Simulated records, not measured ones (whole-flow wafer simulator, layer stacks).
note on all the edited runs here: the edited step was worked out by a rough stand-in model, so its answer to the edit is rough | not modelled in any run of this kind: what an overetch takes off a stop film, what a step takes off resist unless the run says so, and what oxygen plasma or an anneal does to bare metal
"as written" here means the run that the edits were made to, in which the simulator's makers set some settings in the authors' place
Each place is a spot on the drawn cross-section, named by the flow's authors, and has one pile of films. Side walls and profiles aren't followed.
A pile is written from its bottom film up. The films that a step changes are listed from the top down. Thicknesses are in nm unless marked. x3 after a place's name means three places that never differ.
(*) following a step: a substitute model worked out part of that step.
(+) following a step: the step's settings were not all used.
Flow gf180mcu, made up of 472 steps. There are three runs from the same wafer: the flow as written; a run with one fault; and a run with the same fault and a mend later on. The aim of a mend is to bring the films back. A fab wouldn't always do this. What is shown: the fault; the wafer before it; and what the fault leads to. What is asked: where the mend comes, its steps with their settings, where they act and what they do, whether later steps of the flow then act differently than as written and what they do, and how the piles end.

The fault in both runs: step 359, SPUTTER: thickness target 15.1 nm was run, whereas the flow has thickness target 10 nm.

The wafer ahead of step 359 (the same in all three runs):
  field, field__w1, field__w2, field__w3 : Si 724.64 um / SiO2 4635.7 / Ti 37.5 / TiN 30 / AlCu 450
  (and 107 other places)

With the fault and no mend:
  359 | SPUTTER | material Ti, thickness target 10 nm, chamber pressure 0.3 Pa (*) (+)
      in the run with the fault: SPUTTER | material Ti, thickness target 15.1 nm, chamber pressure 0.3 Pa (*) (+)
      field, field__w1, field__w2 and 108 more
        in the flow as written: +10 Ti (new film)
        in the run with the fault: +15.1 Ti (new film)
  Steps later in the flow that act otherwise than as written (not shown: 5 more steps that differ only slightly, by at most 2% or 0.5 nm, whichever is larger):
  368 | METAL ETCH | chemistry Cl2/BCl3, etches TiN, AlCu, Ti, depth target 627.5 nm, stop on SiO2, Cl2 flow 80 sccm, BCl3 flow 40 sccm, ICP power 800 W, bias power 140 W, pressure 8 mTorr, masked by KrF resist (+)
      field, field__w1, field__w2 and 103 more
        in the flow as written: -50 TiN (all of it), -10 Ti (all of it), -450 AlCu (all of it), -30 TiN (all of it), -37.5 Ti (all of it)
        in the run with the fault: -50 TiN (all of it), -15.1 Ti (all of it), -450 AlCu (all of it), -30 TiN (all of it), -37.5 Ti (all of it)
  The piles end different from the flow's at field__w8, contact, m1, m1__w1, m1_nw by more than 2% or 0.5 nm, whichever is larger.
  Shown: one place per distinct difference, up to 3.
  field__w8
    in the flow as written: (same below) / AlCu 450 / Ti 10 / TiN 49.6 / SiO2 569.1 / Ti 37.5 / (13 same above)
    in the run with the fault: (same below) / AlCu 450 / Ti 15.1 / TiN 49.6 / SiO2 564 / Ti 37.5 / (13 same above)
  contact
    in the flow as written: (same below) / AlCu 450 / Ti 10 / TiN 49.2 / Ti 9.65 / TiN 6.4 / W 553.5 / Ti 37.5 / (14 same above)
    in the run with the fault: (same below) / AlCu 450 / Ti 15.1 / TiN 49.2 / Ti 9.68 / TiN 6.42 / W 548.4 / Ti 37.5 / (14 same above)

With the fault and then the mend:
  The mend follows step 359.
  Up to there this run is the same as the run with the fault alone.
  359a | METAL ETCH | chemistry Cl2/BCl3, etches TiN, AlCu, Ti, depth target 5.1 nm, Cl2 flow 80 sccm, BCl3 flow 40 sccm, ICP power 800 W, bias power 140 W, pressure 8 mTorr (the flow's step 260, run once more with other settings)
      field, field__w1, field__w2 and 108 more
        -5.1 Ti
  Later steps of the flow that are run all act as written at every place that is followed.
  The piles end the same as the flow's at every place that both follow.
